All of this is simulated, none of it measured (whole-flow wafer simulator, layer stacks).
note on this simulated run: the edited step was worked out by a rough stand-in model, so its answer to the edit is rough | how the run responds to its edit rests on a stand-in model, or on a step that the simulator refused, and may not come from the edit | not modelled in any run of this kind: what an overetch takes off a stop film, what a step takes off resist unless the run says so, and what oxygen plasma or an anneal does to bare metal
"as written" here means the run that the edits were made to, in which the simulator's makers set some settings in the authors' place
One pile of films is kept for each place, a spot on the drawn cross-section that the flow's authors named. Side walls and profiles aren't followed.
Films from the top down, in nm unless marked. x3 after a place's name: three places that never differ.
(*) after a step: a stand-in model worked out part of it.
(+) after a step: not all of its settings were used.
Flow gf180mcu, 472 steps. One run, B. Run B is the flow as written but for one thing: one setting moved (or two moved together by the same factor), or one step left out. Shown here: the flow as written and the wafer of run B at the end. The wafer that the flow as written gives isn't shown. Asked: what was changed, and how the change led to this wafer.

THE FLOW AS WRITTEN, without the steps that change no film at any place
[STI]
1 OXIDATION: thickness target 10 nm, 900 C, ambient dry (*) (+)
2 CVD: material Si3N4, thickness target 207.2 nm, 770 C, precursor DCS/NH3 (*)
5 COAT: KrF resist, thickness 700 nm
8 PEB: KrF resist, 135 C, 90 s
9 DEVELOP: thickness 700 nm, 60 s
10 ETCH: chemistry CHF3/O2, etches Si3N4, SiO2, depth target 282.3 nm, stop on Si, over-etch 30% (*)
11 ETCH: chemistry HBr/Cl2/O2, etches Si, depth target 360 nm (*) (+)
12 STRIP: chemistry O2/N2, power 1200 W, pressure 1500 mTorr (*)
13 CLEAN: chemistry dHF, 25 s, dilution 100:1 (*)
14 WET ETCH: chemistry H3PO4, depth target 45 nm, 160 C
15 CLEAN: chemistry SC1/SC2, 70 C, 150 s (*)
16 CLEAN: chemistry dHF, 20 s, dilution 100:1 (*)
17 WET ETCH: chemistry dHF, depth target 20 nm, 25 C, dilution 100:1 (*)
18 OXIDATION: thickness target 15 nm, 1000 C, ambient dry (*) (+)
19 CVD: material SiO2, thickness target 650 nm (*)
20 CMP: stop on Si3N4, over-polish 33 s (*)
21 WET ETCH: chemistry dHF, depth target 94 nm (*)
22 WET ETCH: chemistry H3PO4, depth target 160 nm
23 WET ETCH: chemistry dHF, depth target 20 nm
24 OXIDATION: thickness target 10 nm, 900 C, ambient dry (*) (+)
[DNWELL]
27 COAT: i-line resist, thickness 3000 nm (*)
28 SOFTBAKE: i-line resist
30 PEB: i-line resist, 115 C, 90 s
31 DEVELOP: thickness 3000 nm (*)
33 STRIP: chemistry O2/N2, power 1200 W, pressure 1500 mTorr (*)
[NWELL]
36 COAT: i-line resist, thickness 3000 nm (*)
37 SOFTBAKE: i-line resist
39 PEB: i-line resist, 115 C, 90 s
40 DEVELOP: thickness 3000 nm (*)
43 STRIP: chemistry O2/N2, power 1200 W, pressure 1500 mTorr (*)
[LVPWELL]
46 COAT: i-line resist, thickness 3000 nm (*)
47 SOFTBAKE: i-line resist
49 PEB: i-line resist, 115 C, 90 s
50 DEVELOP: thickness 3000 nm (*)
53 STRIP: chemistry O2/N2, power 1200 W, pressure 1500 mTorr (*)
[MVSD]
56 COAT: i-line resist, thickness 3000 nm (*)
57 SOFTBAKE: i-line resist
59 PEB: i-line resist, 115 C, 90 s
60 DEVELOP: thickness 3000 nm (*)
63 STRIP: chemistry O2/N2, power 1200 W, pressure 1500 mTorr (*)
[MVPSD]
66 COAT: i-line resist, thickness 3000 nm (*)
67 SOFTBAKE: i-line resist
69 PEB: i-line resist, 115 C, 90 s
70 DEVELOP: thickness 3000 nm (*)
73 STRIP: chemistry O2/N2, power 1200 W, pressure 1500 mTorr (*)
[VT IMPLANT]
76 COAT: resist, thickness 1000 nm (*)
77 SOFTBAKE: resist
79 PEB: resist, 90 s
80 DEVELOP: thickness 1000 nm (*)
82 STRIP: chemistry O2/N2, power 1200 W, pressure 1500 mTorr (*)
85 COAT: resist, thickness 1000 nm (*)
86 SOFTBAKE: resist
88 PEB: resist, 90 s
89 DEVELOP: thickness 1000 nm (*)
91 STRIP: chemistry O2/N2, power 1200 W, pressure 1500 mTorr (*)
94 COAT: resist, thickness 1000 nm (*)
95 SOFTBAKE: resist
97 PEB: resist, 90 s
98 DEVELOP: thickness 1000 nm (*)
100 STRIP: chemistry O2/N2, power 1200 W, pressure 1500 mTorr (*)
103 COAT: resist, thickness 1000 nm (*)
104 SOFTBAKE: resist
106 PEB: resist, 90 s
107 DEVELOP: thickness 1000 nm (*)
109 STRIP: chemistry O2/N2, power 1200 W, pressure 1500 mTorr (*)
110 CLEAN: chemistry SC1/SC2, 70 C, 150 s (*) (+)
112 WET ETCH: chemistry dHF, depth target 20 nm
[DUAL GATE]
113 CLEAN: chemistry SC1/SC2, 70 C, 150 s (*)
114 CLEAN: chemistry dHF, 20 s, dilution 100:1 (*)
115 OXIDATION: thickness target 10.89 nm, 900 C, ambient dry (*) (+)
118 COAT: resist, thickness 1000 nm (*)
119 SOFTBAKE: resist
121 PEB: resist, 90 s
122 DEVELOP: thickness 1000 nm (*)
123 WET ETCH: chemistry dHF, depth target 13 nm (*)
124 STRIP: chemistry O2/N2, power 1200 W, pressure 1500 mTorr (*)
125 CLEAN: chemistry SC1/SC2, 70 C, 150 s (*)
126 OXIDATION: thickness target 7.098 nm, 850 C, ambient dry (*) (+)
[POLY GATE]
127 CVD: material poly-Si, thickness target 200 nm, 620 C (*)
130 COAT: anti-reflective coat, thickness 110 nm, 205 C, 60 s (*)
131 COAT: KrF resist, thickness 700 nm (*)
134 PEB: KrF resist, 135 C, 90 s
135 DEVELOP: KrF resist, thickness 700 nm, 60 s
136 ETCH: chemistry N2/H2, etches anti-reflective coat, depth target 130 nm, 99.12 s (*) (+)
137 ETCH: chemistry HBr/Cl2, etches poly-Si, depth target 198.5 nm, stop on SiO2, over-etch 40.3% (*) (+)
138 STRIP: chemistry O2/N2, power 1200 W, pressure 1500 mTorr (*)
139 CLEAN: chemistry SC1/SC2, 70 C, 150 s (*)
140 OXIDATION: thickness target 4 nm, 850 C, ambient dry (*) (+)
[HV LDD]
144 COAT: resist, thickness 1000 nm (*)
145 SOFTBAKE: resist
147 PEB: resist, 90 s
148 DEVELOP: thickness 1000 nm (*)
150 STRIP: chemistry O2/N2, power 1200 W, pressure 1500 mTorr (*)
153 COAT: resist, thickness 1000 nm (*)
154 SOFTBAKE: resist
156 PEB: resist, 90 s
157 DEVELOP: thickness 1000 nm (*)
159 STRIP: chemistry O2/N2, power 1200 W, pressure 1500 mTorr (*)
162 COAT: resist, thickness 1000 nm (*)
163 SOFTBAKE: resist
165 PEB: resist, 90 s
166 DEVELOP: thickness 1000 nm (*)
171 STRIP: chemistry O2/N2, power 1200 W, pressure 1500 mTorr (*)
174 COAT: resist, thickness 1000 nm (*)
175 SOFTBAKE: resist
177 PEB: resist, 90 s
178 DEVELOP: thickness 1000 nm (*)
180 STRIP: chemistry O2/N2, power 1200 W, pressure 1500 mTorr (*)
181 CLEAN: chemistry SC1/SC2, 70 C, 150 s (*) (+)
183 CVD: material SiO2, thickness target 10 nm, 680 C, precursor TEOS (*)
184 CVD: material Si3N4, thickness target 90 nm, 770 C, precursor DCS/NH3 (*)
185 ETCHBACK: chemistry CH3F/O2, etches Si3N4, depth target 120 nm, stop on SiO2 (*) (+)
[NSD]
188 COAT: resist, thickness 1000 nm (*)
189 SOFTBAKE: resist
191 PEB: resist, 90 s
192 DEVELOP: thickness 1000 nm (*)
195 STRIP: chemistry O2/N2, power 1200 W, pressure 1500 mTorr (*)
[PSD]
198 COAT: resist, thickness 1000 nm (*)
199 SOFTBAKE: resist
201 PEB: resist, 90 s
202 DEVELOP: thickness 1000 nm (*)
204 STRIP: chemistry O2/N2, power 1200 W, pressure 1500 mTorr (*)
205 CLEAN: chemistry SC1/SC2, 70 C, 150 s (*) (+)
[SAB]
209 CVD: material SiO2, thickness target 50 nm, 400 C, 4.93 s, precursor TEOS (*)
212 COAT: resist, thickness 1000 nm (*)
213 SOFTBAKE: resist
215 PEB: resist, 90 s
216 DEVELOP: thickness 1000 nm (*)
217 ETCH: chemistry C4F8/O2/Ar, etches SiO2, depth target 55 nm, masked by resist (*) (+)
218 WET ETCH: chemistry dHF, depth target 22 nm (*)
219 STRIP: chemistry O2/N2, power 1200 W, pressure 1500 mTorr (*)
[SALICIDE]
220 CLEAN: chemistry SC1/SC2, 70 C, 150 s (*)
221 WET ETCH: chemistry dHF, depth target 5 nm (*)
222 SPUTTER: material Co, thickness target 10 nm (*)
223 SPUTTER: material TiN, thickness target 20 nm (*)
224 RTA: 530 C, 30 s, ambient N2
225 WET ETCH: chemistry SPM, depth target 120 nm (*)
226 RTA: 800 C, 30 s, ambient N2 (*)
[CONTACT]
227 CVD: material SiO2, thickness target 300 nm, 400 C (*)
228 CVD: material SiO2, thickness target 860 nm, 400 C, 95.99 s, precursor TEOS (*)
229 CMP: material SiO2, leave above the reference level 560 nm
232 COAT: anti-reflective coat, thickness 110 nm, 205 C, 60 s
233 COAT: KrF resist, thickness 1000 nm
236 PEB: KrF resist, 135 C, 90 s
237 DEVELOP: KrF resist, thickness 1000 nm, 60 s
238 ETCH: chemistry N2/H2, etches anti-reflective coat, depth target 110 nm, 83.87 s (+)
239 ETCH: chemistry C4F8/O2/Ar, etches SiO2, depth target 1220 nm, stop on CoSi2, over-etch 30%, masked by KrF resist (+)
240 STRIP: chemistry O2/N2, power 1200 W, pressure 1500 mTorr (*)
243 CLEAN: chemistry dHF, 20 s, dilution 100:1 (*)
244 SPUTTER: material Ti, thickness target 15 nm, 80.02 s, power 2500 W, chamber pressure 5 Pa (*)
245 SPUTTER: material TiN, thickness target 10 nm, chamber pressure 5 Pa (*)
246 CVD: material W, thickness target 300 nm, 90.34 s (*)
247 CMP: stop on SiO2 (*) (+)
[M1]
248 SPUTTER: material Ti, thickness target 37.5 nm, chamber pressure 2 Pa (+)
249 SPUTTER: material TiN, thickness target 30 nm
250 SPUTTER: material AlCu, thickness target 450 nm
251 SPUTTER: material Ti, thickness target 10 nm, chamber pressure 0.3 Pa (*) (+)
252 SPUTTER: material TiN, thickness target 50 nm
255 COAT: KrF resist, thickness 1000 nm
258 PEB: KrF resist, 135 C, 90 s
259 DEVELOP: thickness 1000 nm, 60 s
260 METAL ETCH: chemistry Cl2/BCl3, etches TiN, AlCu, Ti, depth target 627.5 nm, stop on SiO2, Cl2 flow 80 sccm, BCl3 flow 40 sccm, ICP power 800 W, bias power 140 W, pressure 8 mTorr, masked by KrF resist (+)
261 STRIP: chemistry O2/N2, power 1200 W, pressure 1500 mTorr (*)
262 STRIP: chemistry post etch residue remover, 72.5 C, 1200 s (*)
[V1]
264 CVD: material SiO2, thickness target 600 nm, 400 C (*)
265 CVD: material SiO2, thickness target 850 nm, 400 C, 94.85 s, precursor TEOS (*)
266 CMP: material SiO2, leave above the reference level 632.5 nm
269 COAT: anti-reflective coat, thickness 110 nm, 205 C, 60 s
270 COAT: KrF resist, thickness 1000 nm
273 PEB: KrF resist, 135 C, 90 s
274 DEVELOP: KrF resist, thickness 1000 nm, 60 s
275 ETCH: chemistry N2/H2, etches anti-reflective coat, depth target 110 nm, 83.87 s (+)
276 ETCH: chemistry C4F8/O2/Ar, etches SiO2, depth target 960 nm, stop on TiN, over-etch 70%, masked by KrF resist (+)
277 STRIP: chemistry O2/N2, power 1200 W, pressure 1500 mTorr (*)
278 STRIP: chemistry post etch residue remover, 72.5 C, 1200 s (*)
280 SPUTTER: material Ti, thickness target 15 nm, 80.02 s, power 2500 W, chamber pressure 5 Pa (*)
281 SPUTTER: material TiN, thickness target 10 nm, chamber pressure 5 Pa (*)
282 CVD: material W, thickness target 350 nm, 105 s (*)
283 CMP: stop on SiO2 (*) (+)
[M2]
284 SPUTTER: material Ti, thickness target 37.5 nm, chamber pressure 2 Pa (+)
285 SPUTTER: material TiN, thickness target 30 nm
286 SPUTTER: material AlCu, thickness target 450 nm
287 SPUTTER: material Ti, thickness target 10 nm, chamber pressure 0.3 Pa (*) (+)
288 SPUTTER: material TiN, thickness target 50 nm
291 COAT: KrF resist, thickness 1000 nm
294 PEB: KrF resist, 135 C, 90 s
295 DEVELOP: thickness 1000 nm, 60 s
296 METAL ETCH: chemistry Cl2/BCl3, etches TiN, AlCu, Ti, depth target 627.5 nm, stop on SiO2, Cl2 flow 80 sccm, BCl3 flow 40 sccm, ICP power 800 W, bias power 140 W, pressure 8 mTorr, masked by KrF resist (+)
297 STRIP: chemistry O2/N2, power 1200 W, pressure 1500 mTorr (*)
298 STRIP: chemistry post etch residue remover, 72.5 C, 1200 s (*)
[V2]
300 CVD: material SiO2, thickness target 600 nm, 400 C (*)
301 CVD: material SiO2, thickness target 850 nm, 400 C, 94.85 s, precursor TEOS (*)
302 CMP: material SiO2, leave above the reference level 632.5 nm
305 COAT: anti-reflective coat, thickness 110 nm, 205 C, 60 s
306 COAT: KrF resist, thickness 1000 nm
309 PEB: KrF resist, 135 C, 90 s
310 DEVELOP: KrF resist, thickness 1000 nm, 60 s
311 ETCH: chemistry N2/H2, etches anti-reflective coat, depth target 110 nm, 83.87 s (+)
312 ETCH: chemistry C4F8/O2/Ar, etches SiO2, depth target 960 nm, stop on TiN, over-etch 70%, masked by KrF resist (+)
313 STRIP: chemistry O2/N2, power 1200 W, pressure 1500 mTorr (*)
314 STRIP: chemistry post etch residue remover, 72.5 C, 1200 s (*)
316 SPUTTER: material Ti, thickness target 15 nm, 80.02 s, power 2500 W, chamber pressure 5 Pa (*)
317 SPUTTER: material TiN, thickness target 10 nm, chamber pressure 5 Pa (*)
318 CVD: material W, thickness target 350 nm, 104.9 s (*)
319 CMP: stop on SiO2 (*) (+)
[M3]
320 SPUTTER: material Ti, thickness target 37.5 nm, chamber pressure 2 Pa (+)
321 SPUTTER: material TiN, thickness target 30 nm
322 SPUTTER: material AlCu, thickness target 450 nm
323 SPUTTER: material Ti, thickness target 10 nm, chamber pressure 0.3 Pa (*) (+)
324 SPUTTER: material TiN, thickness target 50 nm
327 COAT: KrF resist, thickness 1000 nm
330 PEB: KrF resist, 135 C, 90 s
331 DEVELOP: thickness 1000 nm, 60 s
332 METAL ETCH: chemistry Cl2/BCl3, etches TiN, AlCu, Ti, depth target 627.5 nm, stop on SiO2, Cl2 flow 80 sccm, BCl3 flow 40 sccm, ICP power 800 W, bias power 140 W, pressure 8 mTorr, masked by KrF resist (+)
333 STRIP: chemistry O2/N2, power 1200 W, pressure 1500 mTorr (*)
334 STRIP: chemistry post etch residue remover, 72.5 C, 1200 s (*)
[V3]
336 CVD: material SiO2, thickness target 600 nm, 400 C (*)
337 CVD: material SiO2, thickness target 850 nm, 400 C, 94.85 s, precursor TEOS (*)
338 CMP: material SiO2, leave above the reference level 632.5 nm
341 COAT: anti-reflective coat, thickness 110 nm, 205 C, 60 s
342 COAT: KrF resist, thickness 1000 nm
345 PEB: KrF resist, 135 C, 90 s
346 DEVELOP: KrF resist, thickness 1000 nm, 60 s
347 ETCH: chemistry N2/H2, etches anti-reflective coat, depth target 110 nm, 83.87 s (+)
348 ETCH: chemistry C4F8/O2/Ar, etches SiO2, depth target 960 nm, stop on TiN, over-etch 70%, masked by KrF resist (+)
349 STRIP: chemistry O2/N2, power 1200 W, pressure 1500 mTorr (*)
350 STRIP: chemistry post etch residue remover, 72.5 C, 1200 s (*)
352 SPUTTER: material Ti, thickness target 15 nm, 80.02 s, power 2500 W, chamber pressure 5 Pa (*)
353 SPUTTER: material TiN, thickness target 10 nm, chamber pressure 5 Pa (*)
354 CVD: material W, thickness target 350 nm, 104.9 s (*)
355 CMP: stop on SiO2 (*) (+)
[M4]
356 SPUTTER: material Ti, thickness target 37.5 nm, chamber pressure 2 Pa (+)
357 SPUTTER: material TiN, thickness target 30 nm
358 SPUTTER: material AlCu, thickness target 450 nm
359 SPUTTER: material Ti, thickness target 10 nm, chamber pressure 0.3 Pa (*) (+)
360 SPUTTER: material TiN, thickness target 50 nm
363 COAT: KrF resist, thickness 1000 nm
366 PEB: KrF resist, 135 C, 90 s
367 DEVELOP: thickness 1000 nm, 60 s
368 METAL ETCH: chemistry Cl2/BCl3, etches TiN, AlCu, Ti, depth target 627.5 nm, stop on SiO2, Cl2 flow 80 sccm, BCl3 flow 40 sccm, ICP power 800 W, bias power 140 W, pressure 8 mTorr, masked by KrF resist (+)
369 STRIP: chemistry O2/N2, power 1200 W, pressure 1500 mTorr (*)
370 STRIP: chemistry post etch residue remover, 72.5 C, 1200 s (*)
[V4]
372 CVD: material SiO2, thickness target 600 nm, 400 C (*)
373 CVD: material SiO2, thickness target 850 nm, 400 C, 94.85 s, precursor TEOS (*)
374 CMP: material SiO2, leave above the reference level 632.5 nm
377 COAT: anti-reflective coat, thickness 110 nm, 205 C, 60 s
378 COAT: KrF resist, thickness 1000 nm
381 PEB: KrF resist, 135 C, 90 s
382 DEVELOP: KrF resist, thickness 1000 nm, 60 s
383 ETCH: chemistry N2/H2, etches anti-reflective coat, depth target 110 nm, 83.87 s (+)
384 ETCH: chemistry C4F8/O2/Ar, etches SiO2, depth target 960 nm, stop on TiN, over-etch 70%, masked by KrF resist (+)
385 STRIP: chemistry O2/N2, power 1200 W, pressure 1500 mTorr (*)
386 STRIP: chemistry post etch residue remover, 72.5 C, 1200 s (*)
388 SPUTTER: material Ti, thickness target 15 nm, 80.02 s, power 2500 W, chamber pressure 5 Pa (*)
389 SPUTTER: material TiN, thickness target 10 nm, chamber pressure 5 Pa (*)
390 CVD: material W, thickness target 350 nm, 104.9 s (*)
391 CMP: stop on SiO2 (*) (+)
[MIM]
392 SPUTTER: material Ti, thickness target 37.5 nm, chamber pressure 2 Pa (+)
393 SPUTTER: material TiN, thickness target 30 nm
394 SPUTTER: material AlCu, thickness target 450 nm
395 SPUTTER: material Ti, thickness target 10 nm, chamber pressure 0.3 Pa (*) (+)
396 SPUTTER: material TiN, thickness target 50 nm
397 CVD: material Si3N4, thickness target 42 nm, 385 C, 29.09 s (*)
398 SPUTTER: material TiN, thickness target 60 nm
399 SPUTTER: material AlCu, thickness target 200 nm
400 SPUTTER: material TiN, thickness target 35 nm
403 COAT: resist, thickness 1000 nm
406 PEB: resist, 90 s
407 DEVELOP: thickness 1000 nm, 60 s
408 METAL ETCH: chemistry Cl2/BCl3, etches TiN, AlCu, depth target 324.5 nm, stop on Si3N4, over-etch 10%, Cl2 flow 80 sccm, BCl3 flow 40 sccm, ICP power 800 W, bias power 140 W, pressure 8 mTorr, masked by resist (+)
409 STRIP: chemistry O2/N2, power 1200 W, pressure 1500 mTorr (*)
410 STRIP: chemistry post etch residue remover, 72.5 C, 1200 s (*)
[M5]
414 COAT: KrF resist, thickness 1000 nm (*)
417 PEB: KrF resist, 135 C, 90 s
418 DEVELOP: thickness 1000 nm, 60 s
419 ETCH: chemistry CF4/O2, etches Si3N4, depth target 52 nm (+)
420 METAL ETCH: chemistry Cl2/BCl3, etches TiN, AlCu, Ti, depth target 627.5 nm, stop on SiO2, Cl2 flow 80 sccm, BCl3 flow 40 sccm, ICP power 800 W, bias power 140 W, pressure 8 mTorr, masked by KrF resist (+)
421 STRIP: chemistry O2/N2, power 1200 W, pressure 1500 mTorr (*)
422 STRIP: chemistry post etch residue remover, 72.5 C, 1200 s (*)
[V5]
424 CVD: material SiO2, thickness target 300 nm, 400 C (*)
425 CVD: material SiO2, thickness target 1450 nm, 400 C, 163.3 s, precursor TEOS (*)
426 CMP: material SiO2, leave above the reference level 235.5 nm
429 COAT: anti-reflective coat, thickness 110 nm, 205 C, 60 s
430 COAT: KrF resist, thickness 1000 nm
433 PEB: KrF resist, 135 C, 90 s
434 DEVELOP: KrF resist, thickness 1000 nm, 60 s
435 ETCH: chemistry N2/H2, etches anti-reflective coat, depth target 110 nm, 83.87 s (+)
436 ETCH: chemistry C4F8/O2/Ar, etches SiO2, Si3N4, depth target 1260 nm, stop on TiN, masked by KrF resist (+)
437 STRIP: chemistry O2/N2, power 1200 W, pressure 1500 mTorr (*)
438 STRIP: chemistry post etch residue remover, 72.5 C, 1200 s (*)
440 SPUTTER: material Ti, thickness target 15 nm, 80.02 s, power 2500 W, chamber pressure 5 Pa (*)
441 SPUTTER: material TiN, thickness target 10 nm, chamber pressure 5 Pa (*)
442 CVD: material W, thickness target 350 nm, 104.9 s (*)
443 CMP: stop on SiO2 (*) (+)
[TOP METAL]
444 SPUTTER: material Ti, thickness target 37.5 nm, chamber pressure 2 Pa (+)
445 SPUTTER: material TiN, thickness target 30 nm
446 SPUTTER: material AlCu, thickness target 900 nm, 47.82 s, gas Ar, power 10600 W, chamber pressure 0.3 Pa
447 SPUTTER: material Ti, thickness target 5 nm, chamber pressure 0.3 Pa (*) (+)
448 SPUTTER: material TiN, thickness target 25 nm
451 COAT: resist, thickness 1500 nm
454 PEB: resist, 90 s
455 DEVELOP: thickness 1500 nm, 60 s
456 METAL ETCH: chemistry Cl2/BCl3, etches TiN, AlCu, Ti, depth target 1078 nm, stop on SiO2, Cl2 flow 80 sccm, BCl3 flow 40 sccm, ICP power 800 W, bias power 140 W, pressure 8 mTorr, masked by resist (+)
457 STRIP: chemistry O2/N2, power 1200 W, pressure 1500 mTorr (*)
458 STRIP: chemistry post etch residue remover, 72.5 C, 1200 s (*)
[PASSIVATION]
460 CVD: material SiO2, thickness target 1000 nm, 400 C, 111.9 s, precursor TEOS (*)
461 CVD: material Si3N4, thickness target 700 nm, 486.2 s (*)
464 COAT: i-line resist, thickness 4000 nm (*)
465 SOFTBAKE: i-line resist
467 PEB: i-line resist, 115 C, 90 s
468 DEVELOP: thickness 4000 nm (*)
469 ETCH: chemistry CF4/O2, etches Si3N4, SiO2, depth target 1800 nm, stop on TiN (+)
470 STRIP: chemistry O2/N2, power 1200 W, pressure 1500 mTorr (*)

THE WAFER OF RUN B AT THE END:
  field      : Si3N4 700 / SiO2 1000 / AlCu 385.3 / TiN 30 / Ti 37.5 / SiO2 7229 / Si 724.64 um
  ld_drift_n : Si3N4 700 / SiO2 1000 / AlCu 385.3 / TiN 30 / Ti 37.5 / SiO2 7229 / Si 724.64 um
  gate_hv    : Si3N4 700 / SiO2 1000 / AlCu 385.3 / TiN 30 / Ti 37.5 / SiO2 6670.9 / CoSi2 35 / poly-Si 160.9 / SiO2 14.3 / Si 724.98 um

The cause: step 442, CVD: thickness target 175 nm was run, where the flow has thickness target 350 nm; step 456, METAL ETCH: depth target 539 nm was run, where the flow has depth target 1078 nm.

How the change led to this, step by step:
  442 CVD: material W, thickness target 350 nm, 104.9 s (*)
      field, field__w1, field__w2 and 108 more: W +175 (new film) (as written it would be: W +350 (new film))
      contact: W +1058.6 (new film) (as written it would be: W +1233.6 (new film))
  443 CMP: stop on SiO2 (*) (+)
      field, field__w1, field__w2 and 108 more: W -175 (all of it), TiN -10 (all of it), Ti -15 (all of it), SiO2 -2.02 (as written it would be: W -350 (all of it), TiN -10 (all of it), Ti -15 (all of it), SiO2 -3.78)
      contact: W -202 (as written it would be: W -378.8)
  456 METAL ETCH: chemistry Cl2/BCl3, etches TiN, AlCu, Ti, depth target 1078 nm, stop on SiO2, Cl2 flow 80 sccm, BCl3 flow 40 sccm, ICP power 800 W, bias power 140 W, pressure 8 mTorr, masked by resist (+)
      field, field__w1, field__w2 and 103 more: TiN -25 (all of it), Ti -5 (all of it), AlCu -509 (as written it would be: TiN -25 (all of it), Ti -5 (all of it), AlCu -900 (all of it), TiN -30 (all of it), Ti -37.5 (all of it))
      field__w8, contact, m1, m1__w1, pad, m1_nw: resist -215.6 (as written it would be: resist -431)
  457 STRIP: chemistry O2/N2, power 1200 W, pressure 1500 mTorr (*)
      field__w8, contact, m1, m1__w1, pad, m1_nw: resist -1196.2 (all of it) (as written it would be: resist -980.8 (all of it))
  458 STRIP: chemistry post etch residue remover, 72.5 C, 1200 s (*)
      field, field__w1, field__w2 and 103 more: AlCu -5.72 (as written it would be: nothing)
  460 CVD: material SiO2, thickness target 1000 nm, 400 C, 111.9 s, precursor TEOS (*)
      field, field__w1, field__w2 and 103 more: SiO2 +1000 (new film) (as written it would be: SiO2 +1000)
  464 COAT: i-line resist, thickness 4000 nm (*)
      field: i-line resist +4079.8 (new film) (as written it would be: i-line resist +4171.5 (new film))
      field__w8: i-line resist +3498.2 (new film) (as written it would be: i-line resist +3093.1 (new film))
      (and at 7 more places)
  465 SOFTBAKE: i-line resist
      active: nothing (as written it would be: i-line resist +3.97)
      field__w5, field__w9: i-line resist +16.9 (as written it would be: i-line resist +37.3)
      (and at 66 more places)
  467 PEB: i-line resist, 115 C, 90 s
      field__w8, m1__w1: i-line resist -42 (as written it would be: i-line resist -34.7)
      contact, m1: i-line resist -42.2 (as written it would be: i-line resist -35.1)
      (and at 2 more places)
  468 DEVELOP: thickness 4000 nm (*)
      pad: i-line resist -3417 (all of it) (as written it would be: i-line resist -2974.8 (all of it))
  470 STRIP: chemistry O2/N2, power 1200 W, pressure 1500 mTorr (*)
      field__w8, m1__w1: i-line resist -2224.1 (all of it) (as written it would be: i-line resist -1787.7 (all of it))
      contact: i-line resist -2234.1 (all of it) (as written it would be: i-line resist -1811.2 (all of it))
      (and at 2 more places)
Counting metal films that touch as one body, field has 1 body; the flow as written gives 0 bodies.
Counting metal films that touch as one body, ld_drift_n has 1 body; the flow as written gives 0 bodies.
Counting metal films that touch as one body, gate_hv has 2 bodies (between them, from the top down: SiO2 6670.9); the flow as written gives 1 body.
